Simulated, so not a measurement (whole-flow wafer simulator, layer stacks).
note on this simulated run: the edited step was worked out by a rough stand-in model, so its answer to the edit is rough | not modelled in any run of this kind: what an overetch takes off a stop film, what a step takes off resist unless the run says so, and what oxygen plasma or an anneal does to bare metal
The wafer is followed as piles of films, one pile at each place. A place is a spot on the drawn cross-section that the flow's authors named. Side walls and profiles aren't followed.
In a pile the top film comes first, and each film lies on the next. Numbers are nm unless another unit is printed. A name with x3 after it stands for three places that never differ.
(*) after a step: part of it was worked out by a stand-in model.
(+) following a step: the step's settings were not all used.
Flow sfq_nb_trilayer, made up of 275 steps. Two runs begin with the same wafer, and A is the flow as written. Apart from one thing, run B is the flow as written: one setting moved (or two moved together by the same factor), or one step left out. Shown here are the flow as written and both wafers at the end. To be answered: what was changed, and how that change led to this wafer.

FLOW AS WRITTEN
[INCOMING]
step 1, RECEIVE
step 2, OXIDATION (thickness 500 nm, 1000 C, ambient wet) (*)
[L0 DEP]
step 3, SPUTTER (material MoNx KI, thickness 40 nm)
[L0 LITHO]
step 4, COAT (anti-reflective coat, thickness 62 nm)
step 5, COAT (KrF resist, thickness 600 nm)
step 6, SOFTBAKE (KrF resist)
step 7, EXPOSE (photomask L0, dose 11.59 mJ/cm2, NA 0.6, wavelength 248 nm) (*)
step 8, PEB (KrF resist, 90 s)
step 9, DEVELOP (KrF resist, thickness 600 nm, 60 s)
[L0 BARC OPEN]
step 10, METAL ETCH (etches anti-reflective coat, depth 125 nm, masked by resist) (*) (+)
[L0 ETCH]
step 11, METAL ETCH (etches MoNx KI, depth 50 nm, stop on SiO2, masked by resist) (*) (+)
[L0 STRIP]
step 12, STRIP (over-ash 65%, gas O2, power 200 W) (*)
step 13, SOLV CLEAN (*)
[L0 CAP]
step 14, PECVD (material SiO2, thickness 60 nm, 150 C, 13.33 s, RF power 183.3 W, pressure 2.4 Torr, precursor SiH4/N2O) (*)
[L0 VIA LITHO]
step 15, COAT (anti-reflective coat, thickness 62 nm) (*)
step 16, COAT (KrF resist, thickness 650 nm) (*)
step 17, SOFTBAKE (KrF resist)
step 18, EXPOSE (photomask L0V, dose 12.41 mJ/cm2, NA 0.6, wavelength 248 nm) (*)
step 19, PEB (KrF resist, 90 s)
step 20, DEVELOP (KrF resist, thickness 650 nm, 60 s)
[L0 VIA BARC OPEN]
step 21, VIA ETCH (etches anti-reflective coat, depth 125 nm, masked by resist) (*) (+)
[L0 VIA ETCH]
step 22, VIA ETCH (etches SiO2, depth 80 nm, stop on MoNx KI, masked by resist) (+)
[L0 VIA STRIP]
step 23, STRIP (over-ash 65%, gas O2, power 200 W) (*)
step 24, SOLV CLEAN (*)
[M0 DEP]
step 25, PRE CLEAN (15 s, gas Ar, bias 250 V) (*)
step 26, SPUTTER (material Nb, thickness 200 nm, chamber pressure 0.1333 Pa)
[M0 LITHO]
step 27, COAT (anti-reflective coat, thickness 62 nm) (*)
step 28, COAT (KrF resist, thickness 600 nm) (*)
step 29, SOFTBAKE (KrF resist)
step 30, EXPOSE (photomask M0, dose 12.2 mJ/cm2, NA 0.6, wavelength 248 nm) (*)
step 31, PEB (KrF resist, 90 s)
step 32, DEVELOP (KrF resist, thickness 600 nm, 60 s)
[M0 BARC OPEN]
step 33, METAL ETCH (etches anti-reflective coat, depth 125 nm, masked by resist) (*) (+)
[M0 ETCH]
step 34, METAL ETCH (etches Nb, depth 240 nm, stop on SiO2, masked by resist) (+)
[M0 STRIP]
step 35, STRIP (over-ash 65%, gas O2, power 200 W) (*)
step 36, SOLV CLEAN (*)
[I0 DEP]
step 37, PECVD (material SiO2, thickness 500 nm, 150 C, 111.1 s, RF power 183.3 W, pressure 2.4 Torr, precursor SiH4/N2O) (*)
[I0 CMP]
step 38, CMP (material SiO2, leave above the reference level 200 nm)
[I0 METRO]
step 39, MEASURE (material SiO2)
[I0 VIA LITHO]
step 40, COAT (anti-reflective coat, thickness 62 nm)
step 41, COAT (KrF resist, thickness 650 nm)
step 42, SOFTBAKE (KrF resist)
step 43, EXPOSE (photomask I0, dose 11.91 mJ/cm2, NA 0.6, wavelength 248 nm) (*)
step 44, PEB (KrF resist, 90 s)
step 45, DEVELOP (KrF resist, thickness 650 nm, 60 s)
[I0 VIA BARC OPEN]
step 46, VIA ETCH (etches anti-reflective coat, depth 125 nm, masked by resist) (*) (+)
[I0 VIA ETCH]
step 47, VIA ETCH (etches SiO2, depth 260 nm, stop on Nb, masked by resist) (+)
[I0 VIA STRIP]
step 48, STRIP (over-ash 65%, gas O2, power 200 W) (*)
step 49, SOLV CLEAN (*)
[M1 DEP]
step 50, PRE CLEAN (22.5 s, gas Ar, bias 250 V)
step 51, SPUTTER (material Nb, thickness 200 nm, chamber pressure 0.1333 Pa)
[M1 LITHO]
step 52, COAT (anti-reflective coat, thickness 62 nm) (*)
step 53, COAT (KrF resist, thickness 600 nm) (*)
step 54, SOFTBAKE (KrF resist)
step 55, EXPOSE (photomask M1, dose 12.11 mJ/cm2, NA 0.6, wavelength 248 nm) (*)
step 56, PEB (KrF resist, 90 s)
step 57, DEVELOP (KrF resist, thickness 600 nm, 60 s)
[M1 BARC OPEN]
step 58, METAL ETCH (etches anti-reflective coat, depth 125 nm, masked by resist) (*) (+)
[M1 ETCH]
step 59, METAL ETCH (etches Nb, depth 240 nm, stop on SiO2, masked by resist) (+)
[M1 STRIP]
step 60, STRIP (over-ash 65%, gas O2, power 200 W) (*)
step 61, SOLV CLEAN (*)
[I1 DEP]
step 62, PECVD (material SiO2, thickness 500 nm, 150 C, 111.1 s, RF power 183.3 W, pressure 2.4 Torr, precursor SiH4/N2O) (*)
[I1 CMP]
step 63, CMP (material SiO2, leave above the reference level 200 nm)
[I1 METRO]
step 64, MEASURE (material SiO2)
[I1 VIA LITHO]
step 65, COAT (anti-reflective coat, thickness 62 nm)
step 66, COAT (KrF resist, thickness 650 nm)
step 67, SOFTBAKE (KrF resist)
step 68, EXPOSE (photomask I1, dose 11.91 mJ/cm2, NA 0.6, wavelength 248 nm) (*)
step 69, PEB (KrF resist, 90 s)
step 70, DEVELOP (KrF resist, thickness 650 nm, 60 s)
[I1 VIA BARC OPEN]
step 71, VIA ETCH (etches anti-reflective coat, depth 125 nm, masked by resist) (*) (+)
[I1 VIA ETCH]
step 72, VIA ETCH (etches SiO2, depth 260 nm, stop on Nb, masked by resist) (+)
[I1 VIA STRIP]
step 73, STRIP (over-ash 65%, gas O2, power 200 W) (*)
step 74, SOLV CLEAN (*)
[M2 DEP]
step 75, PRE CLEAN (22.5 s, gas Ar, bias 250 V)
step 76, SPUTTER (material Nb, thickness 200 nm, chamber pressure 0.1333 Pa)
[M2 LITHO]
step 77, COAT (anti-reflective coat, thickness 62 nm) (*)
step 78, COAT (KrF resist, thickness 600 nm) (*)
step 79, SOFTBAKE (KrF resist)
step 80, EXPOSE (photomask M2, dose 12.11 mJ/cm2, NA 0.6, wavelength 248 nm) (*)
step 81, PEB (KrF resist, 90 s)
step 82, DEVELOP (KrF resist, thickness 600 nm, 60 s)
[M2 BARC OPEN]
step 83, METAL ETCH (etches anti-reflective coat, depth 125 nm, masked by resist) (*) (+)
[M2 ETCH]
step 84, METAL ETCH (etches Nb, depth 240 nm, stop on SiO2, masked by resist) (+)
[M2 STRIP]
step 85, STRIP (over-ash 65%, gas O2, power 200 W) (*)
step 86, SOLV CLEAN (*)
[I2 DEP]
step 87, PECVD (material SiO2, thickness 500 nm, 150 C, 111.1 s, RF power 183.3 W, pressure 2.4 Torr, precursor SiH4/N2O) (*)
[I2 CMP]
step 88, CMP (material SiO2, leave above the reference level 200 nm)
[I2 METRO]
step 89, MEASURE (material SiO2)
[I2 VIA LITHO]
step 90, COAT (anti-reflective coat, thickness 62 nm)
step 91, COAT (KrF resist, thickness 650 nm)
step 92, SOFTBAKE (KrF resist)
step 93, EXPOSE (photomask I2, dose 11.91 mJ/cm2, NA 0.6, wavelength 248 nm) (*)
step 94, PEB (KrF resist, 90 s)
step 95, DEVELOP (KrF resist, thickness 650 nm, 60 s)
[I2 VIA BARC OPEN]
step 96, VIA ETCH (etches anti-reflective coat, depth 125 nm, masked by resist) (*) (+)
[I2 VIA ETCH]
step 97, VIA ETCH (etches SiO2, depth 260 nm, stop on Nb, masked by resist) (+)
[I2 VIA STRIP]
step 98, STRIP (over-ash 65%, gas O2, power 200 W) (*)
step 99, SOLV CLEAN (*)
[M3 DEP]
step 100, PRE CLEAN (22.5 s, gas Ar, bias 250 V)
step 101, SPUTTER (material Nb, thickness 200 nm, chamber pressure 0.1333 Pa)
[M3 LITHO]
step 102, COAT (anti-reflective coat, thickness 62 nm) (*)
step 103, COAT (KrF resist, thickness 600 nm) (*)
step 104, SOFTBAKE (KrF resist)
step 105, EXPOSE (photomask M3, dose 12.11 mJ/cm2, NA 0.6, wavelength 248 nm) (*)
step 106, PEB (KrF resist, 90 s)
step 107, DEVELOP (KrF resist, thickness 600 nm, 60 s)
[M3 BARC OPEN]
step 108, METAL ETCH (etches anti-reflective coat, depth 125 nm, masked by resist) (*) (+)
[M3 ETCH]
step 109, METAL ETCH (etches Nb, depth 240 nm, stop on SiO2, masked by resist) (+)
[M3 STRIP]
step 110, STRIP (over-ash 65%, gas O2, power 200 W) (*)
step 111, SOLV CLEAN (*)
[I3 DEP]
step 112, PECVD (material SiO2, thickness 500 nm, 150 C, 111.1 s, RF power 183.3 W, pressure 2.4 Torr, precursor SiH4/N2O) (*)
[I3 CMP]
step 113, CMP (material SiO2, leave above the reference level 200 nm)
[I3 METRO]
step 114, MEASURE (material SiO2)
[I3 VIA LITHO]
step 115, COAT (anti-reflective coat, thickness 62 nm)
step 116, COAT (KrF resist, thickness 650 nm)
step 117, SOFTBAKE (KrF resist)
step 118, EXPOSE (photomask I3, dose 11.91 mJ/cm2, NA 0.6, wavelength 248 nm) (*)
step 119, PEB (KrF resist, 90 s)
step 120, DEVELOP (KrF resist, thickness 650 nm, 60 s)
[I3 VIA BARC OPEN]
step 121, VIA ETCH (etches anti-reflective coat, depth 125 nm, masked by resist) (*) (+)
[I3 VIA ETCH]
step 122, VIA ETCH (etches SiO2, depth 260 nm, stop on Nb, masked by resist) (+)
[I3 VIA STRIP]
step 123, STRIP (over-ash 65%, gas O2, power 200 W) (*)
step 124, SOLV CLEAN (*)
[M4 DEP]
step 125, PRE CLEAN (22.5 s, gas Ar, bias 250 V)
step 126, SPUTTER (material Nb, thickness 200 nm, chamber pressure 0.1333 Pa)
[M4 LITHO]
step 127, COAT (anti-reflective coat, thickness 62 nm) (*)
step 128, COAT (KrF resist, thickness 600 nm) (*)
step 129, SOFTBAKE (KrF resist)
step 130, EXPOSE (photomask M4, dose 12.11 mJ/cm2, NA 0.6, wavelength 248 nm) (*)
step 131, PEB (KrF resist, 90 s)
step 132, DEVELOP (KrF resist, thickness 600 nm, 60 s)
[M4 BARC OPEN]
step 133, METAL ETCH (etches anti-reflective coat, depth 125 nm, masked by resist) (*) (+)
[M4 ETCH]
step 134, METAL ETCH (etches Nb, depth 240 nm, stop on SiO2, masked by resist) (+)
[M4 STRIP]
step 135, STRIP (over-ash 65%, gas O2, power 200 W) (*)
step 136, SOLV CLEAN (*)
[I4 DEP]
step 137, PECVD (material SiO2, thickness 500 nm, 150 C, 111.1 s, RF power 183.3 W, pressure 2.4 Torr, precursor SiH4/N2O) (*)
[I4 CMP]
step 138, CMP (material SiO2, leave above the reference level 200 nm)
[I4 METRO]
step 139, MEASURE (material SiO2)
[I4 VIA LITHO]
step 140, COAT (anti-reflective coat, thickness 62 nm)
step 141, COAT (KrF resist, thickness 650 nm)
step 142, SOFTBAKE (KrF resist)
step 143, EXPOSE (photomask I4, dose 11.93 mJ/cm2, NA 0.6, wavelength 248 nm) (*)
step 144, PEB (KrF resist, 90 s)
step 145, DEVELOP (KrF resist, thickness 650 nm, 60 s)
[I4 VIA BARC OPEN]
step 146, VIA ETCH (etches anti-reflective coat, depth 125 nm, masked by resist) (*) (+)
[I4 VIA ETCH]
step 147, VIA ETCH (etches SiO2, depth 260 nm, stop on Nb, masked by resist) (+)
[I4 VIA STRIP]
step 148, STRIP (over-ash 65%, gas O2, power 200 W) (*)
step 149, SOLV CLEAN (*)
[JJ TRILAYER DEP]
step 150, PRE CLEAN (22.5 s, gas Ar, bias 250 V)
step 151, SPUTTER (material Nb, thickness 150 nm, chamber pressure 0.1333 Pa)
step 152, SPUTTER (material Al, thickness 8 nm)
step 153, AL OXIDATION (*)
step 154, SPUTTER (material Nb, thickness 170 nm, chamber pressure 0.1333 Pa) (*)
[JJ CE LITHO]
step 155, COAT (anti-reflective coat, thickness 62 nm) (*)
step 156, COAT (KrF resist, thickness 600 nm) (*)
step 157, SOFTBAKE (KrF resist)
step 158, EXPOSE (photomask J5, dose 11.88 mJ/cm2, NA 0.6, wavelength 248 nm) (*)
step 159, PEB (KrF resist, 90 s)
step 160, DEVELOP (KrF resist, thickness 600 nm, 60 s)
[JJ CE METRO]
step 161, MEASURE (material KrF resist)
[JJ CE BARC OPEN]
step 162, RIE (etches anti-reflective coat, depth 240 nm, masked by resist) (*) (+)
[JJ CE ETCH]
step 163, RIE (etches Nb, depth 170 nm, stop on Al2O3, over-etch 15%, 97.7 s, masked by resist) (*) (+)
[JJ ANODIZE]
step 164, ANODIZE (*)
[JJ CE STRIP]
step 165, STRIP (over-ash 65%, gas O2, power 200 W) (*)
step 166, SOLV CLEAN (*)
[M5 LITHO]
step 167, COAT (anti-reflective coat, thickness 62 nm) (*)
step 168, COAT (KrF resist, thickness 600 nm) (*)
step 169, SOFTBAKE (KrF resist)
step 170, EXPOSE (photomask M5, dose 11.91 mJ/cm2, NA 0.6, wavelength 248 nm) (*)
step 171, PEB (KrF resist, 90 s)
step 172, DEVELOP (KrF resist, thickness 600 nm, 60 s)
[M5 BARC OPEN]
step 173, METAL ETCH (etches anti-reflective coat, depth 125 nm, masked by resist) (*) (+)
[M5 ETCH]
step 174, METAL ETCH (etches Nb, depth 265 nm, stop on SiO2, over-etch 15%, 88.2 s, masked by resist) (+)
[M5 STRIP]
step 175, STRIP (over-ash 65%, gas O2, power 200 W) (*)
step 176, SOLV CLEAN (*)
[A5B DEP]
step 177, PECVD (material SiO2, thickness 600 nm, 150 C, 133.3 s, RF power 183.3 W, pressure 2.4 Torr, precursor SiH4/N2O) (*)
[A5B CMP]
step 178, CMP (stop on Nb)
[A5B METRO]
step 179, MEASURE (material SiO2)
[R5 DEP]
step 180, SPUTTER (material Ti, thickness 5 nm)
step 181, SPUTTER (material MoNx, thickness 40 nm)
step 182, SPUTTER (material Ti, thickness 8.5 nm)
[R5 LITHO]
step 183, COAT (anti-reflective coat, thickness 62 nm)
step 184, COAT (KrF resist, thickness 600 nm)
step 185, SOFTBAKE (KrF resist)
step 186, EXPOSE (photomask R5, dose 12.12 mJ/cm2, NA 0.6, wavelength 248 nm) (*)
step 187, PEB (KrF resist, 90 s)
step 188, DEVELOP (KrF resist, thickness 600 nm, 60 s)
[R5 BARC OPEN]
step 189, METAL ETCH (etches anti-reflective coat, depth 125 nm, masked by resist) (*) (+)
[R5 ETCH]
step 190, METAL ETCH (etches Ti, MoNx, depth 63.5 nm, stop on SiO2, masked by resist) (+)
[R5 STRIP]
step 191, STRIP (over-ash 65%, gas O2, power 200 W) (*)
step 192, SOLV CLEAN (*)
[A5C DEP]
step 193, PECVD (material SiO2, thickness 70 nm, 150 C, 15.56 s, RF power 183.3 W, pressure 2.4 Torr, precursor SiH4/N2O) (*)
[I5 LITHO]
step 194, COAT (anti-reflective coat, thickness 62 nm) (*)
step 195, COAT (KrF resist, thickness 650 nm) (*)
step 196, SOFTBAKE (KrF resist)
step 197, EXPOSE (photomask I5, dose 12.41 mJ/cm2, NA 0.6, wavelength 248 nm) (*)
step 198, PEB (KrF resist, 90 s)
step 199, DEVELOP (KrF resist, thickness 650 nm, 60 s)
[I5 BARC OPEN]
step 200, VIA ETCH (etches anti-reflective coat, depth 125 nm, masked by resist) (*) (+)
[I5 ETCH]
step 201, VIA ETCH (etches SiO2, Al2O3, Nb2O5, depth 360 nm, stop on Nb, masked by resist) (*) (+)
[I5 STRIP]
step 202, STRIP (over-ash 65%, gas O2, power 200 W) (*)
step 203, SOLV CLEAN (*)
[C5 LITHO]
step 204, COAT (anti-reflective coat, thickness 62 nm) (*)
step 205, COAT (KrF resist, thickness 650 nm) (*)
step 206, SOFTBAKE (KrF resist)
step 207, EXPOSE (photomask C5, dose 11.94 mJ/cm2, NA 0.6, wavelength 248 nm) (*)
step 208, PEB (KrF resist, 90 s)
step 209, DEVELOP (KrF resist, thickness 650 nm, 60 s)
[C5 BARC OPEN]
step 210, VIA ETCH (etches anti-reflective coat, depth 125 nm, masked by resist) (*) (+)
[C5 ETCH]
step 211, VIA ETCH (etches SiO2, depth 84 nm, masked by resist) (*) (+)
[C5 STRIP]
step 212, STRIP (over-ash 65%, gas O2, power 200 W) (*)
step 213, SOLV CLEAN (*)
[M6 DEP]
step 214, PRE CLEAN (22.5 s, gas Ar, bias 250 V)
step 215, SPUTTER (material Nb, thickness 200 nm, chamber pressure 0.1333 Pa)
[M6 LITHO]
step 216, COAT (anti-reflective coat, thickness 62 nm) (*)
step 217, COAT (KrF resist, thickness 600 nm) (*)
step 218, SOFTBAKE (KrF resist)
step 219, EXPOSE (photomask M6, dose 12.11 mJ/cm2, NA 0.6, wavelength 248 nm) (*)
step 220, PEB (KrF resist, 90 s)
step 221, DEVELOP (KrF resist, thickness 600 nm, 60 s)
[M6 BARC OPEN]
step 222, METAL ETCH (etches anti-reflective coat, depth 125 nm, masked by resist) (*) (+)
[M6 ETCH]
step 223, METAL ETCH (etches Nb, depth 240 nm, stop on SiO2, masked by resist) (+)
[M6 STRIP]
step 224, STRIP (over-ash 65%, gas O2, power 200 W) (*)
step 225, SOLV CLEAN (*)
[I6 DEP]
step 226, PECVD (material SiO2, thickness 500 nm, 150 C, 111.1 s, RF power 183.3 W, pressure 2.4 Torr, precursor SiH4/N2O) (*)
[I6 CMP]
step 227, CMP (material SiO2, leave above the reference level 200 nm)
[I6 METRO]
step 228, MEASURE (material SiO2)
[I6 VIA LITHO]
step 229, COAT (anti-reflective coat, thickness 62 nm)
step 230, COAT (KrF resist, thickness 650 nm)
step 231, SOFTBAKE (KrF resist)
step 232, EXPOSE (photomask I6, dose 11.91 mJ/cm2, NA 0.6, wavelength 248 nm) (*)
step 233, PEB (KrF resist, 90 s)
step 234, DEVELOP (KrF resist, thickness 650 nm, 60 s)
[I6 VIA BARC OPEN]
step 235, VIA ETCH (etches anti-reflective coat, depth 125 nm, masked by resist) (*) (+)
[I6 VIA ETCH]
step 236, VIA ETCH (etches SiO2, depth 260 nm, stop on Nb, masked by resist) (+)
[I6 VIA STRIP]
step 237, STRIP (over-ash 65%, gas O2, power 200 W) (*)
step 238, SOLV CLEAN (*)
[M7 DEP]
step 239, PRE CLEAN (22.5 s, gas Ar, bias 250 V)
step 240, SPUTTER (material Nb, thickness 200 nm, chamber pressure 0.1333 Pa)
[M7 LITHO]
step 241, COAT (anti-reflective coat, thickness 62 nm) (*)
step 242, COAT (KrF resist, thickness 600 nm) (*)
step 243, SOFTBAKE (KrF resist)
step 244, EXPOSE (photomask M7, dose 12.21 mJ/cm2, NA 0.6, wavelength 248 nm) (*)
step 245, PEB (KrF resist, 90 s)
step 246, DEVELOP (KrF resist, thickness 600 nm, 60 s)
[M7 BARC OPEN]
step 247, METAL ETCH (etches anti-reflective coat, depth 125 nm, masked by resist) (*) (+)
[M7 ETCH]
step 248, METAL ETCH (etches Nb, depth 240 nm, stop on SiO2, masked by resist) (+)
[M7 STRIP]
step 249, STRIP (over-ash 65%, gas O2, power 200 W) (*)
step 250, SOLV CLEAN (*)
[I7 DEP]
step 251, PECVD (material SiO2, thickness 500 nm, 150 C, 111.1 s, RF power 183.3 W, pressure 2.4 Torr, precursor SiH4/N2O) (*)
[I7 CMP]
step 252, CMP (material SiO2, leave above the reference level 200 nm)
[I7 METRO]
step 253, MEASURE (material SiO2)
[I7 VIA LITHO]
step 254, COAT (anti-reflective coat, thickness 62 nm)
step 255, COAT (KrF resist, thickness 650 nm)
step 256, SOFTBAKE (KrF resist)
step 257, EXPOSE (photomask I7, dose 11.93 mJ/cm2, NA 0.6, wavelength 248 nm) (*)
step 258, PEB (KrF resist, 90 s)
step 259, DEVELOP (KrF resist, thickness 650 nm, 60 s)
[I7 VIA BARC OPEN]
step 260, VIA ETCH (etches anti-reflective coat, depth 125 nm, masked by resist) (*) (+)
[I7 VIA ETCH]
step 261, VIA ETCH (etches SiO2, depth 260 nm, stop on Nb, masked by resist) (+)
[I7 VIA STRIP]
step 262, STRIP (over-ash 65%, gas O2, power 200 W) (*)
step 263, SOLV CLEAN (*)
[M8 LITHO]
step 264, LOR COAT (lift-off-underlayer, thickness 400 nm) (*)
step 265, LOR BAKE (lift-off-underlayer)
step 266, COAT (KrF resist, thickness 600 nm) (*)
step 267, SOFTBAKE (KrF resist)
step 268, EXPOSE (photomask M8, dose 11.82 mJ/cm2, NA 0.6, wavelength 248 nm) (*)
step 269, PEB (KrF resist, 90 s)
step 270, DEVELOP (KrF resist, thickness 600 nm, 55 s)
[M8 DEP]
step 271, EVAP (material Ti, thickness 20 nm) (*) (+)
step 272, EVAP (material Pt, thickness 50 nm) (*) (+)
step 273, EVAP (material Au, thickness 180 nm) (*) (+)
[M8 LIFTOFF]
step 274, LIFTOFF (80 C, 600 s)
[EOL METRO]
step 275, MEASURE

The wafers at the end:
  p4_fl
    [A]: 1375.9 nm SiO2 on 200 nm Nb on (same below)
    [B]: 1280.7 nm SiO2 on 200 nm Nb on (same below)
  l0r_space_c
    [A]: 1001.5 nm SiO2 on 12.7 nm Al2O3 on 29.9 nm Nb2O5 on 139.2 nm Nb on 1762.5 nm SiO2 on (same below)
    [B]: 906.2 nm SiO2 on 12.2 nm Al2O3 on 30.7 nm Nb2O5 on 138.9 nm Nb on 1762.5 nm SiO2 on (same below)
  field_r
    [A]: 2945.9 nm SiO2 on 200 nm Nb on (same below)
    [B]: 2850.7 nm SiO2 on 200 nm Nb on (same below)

The reason: step 154, SPUTTER: thickness 74.8 nm was run, though the flow has thickness 170 nm.

The path from the change to this, step by step:
  step 154, SPUTTER (material Nb, thickness 170 nm, chamber pressure 0.1333 Pa) (*)
      field_l, v_sur, via_sp and 100 more: A Nb gains 170 (new film) | B Nb gains 74.8 (new film)
      via_wl, via_wr: A Nb gains 140.7 (new film) | B Nb gains 45.7 (new film)
      (as well as at 1 more place)
  step 155, COAT (anti-reflective coat, thickness 62 nm) (*)
      via_wl, via_wr: A anti-reflective coat gains 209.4 (new film) | B anti-reflective coat gains 221 (new film)
  step 156, COAT (KrF resist, thickness 600 nm) (*)
      via_w: A KrF resist gains 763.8 (new film) | B KrF resist gains 747.9 (new film)
  step 160, DEVELOP (KrF resist, thickness 600 nm, 60 s)
      via_w: A KrF resist loses 762.1 (all of it) | B KrF resist loses 746.3 (all of it)
  step 162, RIE (etches anti-reflective coat, depth 240 nm, masked by resist) (*) (+)
      ce_l, c5j, ce_r, wl_jj: A KrF resist loses 209.4 | B KrF resist loses 221
      via_wl, via_wr: A anti-reflective coat loses 209.4 (all of it) | B anti-reflective coat loses 221 (all of it)
  step 163, RIE (etches Nb, depth 170 nm, stop on Al2O3, over-etch 15%, 97.7 s, masked by resist) (*) (+)
      field_l, v_sur, via_sp and 96 more: A Nb loses 170 (all of it), Al2O3 loses 0.51 | B Nb loses 74.8 (all of it), Al2O3 loses 0.96 (all of it)
      via_wl, via_wr: A Nb loses 140.7 (all of it), Al2O3 loses 0.96 (all of it) | B Nb loses 45.7 (all of it), Al2O3 loses 0.96 (all of it)
      (as well as at 1 more place)
  step 164, ANODIZE (*)
      field_l, v_sur, via_sp and 96 more: A Al2O3 gains 12.2, Nb2O5 gains 29.9 (new film), Al loses 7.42 (all of it), Nb loses 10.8 | B Al2O3 gains 12.2 (new film), Nb2O5 gains 30.7 (new film), Al loses 7.42 (all of it), Nb loses 11.1
  step 165, STRIP (over-ash 65%, gas O2, power 200 W) (*)
      ce_l: A KrF resist loses 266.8 (all of it), anti-reflective coat loses 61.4 (all of it) | B KrF resist loses 255.2 (all of it), anti-reflective coat loses 61.5 (all of it)
      c5j: A KrF resist loses 266.9 (all of it), anti-reflective coat loses 61.5 (all of it) | B KrF resist loses 255.3 (all of it), anti-reflective coat loses 61.5 (all of it)
      (as well as at 2 more places)
  step 167, COAT (anti-reflective coat, thickness 62 nm) (*)
      wl_j_sl, wl_j_sr: A anti-reflective coat gains 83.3 (new film) | B anti-reflective coat gains 70.8 (new film)
      gap: A anti-reflective coat gains 58.9 (new film) | B anti-reflective coat gains 61.4 (new film)
      (as well as at 8 more places)
  step 168, COAT (KrF resist, thickness 600 nm) (*)
      ce_l: A KrF resist gains 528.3 (new film) | B KrF resist gains 578.8 (new film)
      c5j: A KrF resist gains 507.6 (new film) | B KrF resist gains 568.5 (new film)
      (as well as at 2 more places)
  step 173, METAL ETCH (etches anti-reflective coat, depth 125 nm, masked by resist) (*) (+)
      wl_a_sl: A anti-reflective coat loses 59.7 (all of it), Al2O3 loses 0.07 | B anti-reflective coat loses 62.1 (all of it)
  step 174, METAL ETCH (etches Nb, depth 265 nm, stop on SiO2, over-etch 15%, 88.2 s, masked by resist) (+)
      field_l, r_sur, res and 50 more: A Al2O3 loses 12.6 (all of it), Nb2O5 loses 29.9 (all of it), Nb loses 139.2 (all of it), SiO2 loses 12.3 | B Al2O3 loses 12.2 (all of it), Nb2O5 loses 30.7 (all of it), Nb loses 138.9 (all of it), SiO2 loses 12.3
  step 175, STRIP (over-ash 65%, gas O2, power 200 W) (*)
      wl_j_sl, wl_j_sr: A KrF resist loses 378 (all of it), anti-reflective coat loses 83.3 (all of it) | B KrF resist loses 371.4 (all of it), anti-reflective coat loses 70.8 (all of it)
      gap: A KrF resist loses 383.4 (all of it), anti-reflective coat loses 58.9 (all of it) | B KrF resist loses 373 (all of it), anti-reflective coat loses 61.4 (all of it)
      (as well as at 7 more places)
  step 178, CMP (stop on Nb)
      v_sur, via_sp, via_v and 43 more: A SiO2 loses 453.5 | B SiO2 loses 548.8
      field_l, p4_fl, p4_fm and 39 more: A SiO2 loses 259.3 | B SiO2 loses 354.5
      (as well as at 14 more places)
  step 201, VIA ETCH (etches SiO2, Al2O3, Nb2O5, depth 360 nm, stop on Nb, masked by resist) (*) (+)
      be: A SiO2 loses 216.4 (all of it), Al2O3 loses 12.7 (all of it), Nb2O5 loses 29.9 (all of it) | B SiO2 loses 121.1 (all of it), Al2O3 loses 12.2 (all of it), Nb2O5 loses 30.7 (all of it)
  step 204, COAT (anti-reflective coat, thickness 62 nm) (*)
      wire: A anti-reflective coat gains 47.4 (new film) | B anti-reflective coat gains 50.2 (new film)
      be: A anti-reflective coat gains 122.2 (new film) | B anti-reflective coat gains 108.2 (new film)
      (as well as at 1 more place)
  ... another 7 steps ...
  step 227, CMP (material SiO2, leave above the reference level 200 nm)
      be: A SiO2 loses 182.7 | B SiO2 loses 157.1
